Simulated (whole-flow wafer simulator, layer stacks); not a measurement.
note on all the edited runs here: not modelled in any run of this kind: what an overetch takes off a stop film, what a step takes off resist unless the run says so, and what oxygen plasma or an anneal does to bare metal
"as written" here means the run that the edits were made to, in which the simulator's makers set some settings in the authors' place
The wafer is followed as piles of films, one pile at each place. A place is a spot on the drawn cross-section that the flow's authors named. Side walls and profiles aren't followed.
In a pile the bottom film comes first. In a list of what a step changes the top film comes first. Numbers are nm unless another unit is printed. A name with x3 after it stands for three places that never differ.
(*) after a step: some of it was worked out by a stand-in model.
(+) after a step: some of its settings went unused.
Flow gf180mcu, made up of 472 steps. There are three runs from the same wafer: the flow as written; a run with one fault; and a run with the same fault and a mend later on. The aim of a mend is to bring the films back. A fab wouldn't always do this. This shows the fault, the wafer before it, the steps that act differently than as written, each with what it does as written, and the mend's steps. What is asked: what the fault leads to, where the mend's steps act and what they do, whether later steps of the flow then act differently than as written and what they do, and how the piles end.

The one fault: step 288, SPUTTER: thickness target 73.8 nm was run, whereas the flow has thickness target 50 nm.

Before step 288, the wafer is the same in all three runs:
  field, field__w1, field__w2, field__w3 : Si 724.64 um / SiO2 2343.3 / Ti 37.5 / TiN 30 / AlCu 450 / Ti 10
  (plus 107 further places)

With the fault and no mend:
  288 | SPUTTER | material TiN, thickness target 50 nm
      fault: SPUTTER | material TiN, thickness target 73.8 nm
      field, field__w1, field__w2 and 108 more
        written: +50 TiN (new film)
        fault: +73.8 TiN (new film)
  Later steps of the flow acting differently than as written (not shown: 3 more steps that differ only slightly, by at most 2% or 0.5 nm, whichever is larger):
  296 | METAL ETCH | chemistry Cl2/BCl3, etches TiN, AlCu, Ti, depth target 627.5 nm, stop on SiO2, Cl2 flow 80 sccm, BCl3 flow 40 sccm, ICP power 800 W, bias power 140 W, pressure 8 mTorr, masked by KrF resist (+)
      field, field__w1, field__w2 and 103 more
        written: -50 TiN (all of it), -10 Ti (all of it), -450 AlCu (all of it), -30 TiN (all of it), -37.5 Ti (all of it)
        fault: -73.8 TiN (all of it), -10 Ti (all of it), -450 AlCu (all of it), -30 TiN (all of it), -37.5 Ti (all of it)
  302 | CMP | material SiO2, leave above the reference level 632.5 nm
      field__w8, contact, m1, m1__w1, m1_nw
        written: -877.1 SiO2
        fault: -900.9 SiO2
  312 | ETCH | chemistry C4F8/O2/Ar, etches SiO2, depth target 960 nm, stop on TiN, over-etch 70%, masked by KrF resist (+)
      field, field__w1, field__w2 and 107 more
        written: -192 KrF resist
        fault: -186.5 KrF resist
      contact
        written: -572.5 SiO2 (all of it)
        fault: -548.7 SiO2 (all of it)
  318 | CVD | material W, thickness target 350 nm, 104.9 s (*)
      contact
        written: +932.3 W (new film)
        fault: +908.3 W (new film)
  The piles end different from the flow's at field__w8, contact, m1, m1__w1, m1_nw by more than 2% or 0.5 nm, whichever is larger.
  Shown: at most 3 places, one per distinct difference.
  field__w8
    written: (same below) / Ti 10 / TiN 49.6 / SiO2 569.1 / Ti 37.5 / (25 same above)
    fault: (same below) / Ti 10 / TiN 73.4 / SiO2 545.3 / Ti 37.5 / (25 same above)
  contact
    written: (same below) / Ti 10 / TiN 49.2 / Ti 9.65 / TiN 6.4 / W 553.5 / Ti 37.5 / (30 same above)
    fault: (same below) / Ti 10 / TiN 73 / Ti 9.79 / TiN 6.49 / W 529.5 / Ti 37.5 / (30 same above)

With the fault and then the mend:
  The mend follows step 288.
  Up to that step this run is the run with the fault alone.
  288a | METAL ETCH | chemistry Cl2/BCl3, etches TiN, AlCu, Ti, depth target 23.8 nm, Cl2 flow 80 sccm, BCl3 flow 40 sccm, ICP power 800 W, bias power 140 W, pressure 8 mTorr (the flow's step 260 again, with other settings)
      field, field__w1, field__w2 and 108 more
        -23.8 TiN
  None of the later steps of the flow acts differently than as written at any place that is followed.
  The piles end the same as the flow's at every place that both follow.
